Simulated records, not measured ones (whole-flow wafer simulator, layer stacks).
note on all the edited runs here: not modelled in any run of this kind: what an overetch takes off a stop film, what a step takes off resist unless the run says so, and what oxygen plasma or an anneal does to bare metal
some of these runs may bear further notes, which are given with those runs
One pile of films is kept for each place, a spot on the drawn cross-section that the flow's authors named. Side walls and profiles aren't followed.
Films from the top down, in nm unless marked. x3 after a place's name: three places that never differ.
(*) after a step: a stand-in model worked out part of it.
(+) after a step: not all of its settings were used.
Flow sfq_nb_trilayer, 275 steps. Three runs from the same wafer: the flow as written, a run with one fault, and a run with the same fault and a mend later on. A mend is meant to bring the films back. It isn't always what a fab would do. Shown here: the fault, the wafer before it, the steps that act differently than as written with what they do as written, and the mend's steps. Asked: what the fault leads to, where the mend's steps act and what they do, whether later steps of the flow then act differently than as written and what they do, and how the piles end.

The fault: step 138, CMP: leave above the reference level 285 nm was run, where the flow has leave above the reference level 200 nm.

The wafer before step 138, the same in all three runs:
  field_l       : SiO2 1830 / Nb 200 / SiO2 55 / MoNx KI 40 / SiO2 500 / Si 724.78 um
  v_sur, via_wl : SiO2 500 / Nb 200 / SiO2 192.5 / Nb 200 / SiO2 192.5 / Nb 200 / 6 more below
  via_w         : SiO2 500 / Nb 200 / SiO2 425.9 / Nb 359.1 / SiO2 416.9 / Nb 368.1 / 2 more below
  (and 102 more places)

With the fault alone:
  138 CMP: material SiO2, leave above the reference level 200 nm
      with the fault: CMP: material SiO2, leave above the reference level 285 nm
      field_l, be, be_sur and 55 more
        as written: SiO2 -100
        with the fault: SiO2 -15
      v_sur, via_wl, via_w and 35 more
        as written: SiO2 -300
        with the fault: SiO2 -215
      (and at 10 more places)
  Later steps of the flow that act differently than as written (6 more steps differ only slightly, by at most 2% or 0.5 nm, whichever is larger, and aren't shown):
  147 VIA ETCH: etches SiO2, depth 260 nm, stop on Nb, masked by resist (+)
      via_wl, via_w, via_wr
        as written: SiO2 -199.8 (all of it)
        with the fault: SiO2 -260
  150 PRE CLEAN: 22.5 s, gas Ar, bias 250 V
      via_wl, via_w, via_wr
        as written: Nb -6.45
        with the fault: SiO2 -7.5
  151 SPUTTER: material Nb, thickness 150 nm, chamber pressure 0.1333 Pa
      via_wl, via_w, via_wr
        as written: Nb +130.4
        with the fault: Nb +123.3 (new film)
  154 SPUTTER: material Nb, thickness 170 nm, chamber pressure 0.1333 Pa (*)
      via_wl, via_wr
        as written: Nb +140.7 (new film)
        with the fault: Nb +103.1 (new film)
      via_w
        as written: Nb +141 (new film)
        with the fault: Nb +136 (new film)
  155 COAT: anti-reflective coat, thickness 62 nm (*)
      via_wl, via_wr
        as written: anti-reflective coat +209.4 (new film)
        with the fault: anti-reflective coat +321.3 (new film)
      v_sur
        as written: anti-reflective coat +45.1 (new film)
        with the fault: anti-reflective coat +42.8 (new film)
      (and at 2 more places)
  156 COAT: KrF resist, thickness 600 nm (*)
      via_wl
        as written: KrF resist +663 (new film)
        with the fault: KrF resist +648.6 (new film)
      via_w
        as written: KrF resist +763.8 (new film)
        with the fault: KrF resist +811.1 (new film)
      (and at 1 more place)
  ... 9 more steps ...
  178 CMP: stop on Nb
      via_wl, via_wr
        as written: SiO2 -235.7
        with the fault: SiO2 -227.2
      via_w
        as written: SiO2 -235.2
        with the fault: SiO2 -227.2
  At the end the piles differ from the flow's by more than 2% or 0.5 nm, whichever is larger, at field_l, v_sur, via_wl and 103 more.
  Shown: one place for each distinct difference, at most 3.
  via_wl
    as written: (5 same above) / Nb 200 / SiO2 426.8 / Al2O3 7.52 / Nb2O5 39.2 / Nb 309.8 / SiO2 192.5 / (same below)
    with the fault: (5 same above) / Nb 200 / SiO2 469.8 / Nb2O5 52.6 / Al2O3 0.96 / Al 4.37 / Nb 123.3 / SiO2 17.3 / Nb 200 / SiO2 192.5 / (same below)
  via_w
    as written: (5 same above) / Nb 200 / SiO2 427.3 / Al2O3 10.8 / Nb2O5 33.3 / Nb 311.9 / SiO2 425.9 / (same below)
    with the fault: (5 same above) / Nb 200 / SiO2 495.5 / Al2O3 10.1 / Nb2O5 34.7 / Nb 110.8 / SiO2 17.3 / Nb 200 / SiO2 425.9 / (same below)
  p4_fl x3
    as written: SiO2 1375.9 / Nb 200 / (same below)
    with the fault: SiO2 1460.9 / Nb 200 / (same below)

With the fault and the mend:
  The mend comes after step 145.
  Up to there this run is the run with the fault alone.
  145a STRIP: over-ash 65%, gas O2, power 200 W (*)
      field_l, v_sur, via_sp and 100 more
        KrF resist -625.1 (all of it), anti-reflective coat -62 (all of it)
      via_wl, via_w, via_wr
        anti-reflective coat -62 (all of it)
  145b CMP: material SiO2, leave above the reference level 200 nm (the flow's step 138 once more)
      field_l, v_sur, via_wl and 103 more
        SiO2 -85
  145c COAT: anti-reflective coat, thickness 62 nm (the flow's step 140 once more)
      field_l, v_sur, via_wl and 103 more
        anti-reflective coat +62 (new film)
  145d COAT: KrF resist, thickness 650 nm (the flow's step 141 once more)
      field_l, v_sur, via_wl and 103 more
        KrF resist +650 (new film)
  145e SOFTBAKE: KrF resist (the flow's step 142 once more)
      changes no film at any place that is followed
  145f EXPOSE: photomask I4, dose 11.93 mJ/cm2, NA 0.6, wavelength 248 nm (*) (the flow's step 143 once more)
      changes no film at any place that is followed
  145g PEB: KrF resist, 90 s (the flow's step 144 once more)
      field_l, v_sur, via_wl and 103 more
        KrF resist -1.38
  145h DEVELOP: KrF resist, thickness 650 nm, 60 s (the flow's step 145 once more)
      field_l, v_sur, via_sp and 100 more
        KrF resist -23.5
      via_wl, via_w, via_wr
        KrF resist -648.6 (all of it)
  No later step of the flow acts differently than as written at any place that is followed.
  At the end the piles are the same as the flow's at every place that both follow.
